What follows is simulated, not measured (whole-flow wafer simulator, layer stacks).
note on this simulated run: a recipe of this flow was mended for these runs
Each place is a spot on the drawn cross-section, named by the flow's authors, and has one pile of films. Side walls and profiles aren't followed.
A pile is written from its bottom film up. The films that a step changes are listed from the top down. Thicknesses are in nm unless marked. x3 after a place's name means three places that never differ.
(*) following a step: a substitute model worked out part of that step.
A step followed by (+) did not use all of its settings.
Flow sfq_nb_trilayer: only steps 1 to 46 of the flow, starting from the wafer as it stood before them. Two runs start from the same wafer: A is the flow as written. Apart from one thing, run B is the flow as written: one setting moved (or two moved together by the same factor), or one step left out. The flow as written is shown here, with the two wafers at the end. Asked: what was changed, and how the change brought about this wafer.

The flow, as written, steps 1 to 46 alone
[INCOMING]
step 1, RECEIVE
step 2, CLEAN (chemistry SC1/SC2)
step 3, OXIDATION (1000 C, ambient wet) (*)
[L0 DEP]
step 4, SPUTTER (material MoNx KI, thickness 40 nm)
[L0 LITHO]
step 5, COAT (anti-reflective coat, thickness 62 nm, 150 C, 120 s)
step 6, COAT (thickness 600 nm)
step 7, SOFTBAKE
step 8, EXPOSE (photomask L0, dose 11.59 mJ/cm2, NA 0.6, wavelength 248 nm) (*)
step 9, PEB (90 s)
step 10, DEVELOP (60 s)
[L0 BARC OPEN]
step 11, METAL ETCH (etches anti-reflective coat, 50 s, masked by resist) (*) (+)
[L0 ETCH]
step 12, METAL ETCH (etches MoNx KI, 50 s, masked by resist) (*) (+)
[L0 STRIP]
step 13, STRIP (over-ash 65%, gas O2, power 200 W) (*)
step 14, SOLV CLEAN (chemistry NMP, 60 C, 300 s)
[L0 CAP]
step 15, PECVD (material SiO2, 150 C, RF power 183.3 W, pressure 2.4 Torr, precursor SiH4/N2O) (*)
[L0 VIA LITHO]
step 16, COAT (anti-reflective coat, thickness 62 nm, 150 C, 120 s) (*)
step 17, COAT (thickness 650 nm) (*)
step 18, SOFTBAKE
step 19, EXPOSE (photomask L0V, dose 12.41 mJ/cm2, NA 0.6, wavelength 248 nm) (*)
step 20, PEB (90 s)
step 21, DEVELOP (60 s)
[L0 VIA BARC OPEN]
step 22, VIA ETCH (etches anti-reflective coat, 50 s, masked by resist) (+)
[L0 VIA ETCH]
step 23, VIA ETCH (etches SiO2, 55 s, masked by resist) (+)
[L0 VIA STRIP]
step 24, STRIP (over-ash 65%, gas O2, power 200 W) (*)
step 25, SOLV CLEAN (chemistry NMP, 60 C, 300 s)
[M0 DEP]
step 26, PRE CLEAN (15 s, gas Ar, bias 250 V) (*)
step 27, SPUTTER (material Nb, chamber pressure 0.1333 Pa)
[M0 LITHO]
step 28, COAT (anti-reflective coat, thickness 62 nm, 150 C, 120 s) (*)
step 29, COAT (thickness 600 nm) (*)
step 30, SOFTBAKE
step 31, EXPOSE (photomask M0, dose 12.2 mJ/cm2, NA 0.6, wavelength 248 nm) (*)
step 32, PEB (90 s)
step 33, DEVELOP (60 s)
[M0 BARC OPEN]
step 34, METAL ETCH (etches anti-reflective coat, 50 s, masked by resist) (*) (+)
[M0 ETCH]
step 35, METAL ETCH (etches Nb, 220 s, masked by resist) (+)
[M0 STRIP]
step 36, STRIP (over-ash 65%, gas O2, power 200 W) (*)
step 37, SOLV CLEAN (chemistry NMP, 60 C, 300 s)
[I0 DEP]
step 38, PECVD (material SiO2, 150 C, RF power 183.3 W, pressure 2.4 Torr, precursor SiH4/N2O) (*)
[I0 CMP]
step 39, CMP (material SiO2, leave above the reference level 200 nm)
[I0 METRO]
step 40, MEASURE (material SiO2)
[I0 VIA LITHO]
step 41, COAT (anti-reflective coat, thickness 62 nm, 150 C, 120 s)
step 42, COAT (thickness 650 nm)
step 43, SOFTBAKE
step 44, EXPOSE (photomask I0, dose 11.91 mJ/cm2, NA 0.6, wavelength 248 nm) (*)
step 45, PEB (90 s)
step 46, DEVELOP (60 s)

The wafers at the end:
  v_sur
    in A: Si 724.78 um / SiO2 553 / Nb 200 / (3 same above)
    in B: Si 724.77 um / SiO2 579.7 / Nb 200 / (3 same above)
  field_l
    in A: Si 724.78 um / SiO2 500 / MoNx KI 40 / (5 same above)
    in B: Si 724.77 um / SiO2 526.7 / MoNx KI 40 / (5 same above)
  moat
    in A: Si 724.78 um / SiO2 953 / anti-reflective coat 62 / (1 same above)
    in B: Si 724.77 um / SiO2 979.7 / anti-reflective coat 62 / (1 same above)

What caused this: step 3, OXIDATION: 1008 C was run, though the flow has 1000 C.

How this came from the change, step by step:
  step 3, OXIDATION (1000 C, ambient wet) (*)
      field_l, v_sur, via_wl and 103 more: A SiO2 gains 500 (new film), chemical SiO2 loses 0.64 (all of it), Si loses 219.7 | B SiO2 gains 526.7 (new film), chemical SiO2 loses 0.64 (all of it), Si loses 231.4
